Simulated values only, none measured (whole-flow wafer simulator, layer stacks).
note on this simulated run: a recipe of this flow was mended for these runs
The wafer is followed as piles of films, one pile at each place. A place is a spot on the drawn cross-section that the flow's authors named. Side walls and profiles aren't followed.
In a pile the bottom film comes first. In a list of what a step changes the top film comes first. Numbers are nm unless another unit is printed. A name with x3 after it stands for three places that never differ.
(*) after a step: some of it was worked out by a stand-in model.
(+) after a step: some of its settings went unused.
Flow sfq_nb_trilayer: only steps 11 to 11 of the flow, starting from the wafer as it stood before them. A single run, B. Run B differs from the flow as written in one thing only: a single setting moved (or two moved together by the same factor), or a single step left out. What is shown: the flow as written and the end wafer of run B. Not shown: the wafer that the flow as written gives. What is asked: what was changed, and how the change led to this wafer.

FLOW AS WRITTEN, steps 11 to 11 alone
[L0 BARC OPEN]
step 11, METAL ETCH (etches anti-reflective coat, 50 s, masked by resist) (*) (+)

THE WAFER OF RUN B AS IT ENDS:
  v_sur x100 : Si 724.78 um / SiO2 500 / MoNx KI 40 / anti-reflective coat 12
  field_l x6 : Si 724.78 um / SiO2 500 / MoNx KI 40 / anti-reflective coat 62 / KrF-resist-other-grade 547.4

What caused this: step 11, METAL ETCH: 20 s was run, while the flow as written has 50 s.

The path from the change to this, step by step:
  step 11, METAL ETCH (etches anti-reflective coat, 50 s, masked by resist) (*) (+)
      v_sur x100: anti-reflective coat loses 50 (as written it would have been: anti-reflective coat loses 62 (all of it))
      field_l x6: KrF-resist-other-grade loses 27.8 (as written it would have been: KrF-resist-other-grade loses 69.4)
